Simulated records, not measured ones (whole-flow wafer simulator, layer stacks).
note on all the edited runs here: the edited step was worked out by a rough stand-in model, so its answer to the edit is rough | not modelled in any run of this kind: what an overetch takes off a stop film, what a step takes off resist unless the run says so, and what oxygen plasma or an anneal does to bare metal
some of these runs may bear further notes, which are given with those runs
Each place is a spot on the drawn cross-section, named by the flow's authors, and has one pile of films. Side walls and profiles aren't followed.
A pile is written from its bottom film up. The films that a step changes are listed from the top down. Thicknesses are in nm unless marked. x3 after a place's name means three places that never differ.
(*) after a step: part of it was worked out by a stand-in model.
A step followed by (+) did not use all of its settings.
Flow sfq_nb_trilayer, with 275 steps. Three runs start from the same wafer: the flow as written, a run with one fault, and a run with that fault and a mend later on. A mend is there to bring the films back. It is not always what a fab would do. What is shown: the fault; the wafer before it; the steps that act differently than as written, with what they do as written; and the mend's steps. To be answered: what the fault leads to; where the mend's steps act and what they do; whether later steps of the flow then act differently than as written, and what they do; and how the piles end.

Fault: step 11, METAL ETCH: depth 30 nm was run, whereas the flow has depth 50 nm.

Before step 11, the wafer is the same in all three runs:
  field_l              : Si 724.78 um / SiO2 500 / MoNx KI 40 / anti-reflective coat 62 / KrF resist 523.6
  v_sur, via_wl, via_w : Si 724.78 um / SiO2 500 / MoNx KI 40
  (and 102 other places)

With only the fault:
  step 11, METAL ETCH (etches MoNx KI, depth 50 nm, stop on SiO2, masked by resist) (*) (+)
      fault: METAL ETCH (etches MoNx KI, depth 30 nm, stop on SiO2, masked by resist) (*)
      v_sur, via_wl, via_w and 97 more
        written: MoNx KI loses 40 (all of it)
        fault: MoNx KI loses 30
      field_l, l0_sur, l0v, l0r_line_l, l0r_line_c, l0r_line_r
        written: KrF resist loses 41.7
        fault: KrF resist loses 25
  Later steps of the flow acting differently than as written (8 more steps, not shown, differ only slightly: by at most 2% or 0.5 nm, whichever is larger):
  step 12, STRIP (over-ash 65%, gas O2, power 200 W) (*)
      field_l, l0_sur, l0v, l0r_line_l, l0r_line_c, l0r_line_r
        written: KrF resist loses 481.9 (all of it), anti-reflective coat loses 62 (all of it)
        fault: KrF resist loses 498.6 (all of it), anti-reflective coat loses 62 (all of it)
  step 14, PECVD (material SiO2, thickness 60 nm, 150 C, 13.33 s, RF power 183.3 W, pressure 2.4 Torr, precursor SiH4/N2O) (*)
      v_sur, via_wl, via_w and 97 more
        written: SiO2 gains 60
        fault: SiO2 gains 60 (new film)
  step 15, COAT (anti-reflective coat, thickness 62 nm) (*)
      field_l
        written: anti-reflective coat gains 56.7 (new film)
        fault: anti-reflective coat gains 57.9 (new film)
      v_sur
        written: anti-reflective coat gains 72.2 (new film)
        fault: anti-reflective coat gains 69.7 (new film)
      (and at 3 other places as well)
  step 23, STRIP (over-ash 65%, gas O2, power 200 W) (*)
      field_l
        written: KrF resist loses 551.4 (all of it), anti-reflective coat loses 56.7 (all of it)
        fault: KrF resist loses 553.6 (all of it), anti-reflective coat loses 57.9 (all of it)
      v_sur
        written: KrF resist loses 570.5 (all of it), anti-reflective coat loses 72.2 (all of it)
        fault: KrF resist loses 567.6 (all of it), anti-reflective coat loses 69.7 (all of it)
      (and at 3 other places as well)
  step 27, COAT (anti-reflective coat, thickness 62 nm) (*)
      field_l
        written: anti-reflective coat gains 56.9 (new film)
        fault: anti-reflective coat gains 58.1 (new film)
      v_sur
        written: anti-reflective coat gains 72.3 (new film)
        fault: anti-reflective coat gains 69.8 (new film)
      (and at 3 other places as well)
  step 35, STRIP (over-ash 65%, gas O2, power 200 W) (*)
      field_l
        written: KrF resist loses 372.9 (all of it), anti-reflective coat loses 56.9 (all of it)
        fault: KrF resist loses 375.3 (all of it), anti-reflective coat loses 58.1 (all of it)
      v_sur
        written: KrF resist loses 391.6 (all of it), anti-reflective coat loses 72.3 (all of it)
        fault: KrF resist loses 389.1 (all of it), anti-reflective coat loses 69.8 (all of it)
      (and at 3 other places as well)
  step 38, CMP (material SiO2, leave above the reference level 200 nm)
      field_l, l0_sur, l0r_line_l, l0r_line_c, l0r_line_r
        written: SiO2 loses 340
        fault: SiO2 loses 330
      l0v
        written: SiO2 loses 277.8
        fault: SiO2 loses 267.8
  At v_sur, via_wl, via_w and 97 more, the piles at the end differ from the flow's by more than 2% or 0.5 nm, whichever is larger.
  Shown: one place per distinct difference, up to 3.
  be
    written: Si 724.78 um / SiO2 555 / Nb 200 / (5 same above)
    fault: Si 724.78 um / SiO2 500 / MoNx KI 10 / SiO2 55 / Nb 200 / (5 same above)
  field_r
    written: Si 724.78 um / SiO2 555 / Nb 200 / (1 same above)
    fault: Si 724.78 um / SiO2 500 / MoNx KI 10 / SiO2 55 / Nb 200 / (1 same above)
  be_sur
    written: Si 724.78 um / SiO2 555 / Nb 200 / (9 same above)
    fault: Si 724.78 um / SiO2 500 / MoNx KI 10 / SiO2 55 / Nb 200 / (9 same above)

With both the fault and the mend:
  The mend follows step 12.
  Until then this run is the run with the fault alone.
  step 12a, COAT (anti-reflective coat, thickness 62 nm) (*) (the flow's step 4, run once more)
      p4_fl x3, p4_w1 x9, p4_g1 x2 and 59 more
        anti-reflective coat gains 62 (new film)
      be, be_sur, gap and 11 more
        anti-reflective coat gains 63.3 (new film)
      via_v, wire, lsp_l, ln_m5
        anti-reflective coat gains 63.4 (new film)
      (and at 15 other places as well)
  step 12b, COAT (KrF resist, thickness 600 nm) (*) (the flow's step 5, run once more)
      p4_fl x3, p4_w1 x9, p4_g1 x2 and 59 more
        KrF resist gains 600 (new film)
      ce_l, c5j, ce_r, sp_r, be_r, r_sur
        KrF resist gains 605 (new film)
      gap, jj_sur, res, r_end
        KrF resist gains 605.1 (new film)
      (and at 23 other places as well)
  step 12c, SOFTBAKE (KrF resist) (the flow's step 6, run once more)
      does not change any film at any place that is followed
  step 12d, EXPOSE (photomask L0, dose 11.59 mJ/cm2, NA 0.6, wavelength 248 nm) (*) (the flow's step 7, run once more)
      does not change any film at any place that is followed
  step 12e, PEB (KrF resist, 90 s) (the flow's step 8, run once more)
      p4_fl x3, p4_w1 x9, p4_g1 x2 and 62 more
        KrF resist loses 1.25
      wire, be, be_sur and 12 more
        KrF resist loses 1.26
      v_sur, via_w, via_wr and 7 more
        KrF resist loses 1.27
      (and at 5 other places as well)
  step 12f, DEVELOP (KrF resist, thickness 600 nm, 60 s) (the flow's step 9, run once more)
      p4_fl x3, p4_w1 x9, p4_g1 x2 and 59 more
        KrF resist loses 598.7 (all of it)
      gap, jj_sur, ce_l and 6 more
        KrF resist loses 603.8 (all of it)
      field_l, l0_sur, l0v, l0r_line_l, l0r_line_c, l0r_line_r
        KrF resist loses 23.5
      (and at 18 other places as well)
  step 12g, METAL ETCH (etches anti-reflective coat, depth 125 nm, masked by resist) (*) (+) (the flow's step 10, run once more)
      p4_fl x3, p4_w1 x9, p4_g1 x2 and 59 more
        anti-reflective coat loses 62 (all of it)
      be, be_sur, gap and 11 more
        anti-reflective coat loses 63.3 (all of it)
      field_l, l0_sur, l0v, l0r_line_l, l0r_line_c, l0r_line_r
        KrF resist loses 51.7
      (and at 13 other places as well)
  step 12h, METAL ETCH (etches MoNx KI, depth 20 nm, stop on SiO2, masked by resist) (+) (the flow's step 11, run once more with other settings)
      v_sur, via_wl, via_w and 97 more
        MoNx KI loses 10 (all of it)
      field_l, l0_sur, l0v, l0r_line_l, l0r_line_c, l0r_line_r
        KrF resist loses 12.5
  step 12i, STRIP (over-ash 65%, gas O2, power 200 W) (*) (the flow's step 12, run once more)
      l0r_line_l, l0r_line_c, l0r_line_r
        KrF resist loses 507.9 (all of it), anti-reflective coat loses 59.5 (all of it)
      field_l
        KrF resist loses 504.1 (all of it), anti-reflective coat loses 57.7 (all of it)
      l0_sur
        KrF resist loses 505.4 (all of it), anti-reflective coat loses 55.5 (all of it)
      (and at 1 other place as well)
  Later steps of the flow that are run all act as written at every place that is followed.
  The piles end the same as the flow's at every place that both follow.
